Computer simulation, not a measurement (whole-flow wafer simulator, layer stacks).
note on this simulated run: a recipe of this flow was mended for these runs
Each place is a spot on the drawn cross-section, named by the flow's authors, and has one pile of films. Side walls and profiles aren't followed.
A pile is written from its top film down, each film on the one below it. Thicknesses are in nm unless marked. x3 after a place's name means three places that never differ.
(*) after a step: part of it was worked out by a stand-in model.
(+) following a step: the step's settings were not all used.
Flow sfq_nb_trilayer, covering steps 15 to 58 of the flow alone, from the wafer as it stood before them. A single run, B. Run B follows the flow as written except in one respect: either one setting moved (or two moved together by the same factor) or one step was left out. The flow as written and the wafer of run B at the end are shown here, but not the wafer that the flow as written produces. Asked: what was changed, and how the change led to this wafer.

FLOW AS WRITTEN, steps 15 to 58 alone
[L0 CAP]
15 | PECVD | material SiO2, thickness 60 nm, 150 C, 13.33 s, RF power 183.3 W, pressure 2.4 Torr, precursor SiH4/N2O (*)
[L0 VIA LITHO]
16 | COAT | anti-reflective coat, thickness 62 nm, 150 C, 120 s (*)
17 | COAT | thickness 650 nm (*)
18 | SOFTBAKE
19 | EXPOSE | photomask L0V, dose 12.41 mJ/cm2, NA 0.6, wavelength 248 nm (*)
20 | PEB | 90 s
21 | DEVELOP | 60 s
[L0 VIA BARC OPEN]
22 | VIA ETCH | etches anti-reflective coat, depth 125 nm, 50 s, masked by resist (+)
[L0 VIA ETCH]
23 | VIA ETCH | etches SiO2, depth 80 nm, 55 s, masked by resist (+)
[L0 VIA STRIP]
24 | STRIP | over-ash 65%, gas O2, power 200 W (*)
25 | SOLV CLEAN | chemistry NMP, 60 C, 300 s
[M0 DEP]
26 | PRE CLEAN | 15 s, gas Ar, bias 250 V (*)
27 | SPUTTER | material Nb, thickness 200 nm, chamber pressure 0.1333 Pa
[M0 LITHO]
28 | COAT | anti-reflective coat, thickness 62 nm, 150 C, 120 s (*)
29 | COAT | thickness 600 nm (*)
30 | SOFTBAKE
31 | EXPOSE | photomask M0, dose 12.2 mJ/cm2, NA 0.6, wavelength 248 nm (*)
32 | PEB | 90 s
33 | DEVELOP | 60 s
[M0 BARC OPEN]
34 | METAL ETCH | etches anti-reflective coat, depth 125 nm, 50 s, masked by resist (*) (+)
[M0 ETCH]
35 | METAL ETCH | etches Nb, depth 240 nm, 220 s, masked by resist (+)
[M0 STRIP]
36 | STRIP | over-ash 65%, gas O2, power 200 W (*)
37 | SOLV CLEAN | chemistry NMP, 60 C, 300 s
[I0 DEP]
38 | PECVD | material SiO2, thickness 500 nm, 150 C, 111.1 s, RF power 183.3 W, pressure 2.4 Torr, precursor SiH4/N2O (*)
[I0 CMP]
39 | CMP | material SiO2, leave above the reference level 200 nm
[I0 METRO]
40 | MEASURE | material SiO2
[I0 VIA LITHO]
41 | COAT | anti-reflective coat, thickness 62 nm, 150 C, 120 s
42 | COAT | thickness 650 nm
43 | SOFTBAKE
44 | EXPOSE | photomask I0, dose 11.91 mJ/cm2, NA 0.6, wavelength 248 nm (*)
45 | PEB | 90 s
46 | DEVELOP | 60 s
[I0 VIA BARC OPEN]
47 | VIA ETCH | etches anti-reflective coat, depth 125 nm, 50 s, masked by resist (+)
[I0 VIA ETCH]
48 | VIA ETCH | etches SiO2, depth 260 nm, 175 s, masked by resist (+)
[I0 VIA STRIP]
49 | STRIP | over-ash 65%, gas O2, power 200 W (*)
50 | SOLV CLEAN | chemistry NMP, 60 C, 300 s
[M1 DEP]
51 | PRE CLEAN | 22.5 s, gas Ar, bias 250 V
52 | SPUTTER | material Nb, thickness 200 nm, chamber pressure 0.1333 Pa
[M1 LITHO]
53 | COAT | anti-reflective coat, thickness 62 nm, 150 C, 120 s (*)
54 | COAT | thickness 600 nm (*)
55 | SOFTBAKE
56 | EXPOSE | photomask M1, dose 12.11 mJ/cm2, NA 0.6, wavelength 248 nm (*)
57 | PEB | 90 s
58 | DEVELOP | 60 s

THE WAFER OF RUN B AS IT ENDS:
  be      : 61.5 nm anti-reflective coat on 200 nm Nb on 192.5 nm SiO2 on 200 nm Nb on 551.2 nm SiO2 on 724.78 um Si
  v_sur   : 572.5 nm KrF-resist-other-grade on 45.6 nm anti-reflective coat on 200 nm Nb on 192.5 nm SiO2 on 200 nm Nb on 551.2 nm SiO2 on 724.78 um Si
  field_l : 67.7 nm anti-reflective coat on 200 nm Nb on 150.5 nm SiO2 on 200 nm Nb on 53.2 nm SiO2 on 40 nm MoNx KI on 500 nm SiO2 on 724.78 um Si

Cause: step 15, PECVD: RF power 173.5 W was run, while the flow as written has RF power 183.3 W.

How this came from the change, step by step:
  15 | PECVD | material SiO2, thickness 60 nm, 150 C, 13.33 s, RF power 183.3 W, pressure 2.4 Torr, precursor SiH4/N2O (*)
      v_sur, via_wl, via_w and 97 more: SiO2 gains 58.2 (it would be, as written: SiO2 gains 60)
      field_l, l0_sur, l0v, l0r_line_l, l0r_line_c, l0r_line_r: SiO2 gains 58.2 (new film) (it would be, as written: SiO2 gains 60 (new film))
  23 | VIA ETCH | etches SiO2, depth 80 nm, 55 s, masked by resist (+)
      l0v: SiO2 loses 57.9 (all of it), MoNx KI loses 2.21 (it would be, as written: SiO2 loses 59.7 (all of it), MoNx KI loses 2.03)
  28 | COAT | anti-reflective coat, thickness 62 nm, 150 C, 120 s (*)
      l0_sur: anti-reflective coat gains 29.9 (new film) (it would be, as written: anti-reflective coat gains 29.3 (new film))
  36 | STRIP | over-ash 65%, gas O2, power 200 W (*)
      l0_sur: KrF-resist-other-grade loses 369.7 (all of it), anti-reflective coat loses 29.9 (all of it) (it would be, as written: KrF-resist-other-grade loses 370 (all of it), anti-reflective coat loses 29.3 (all of it))
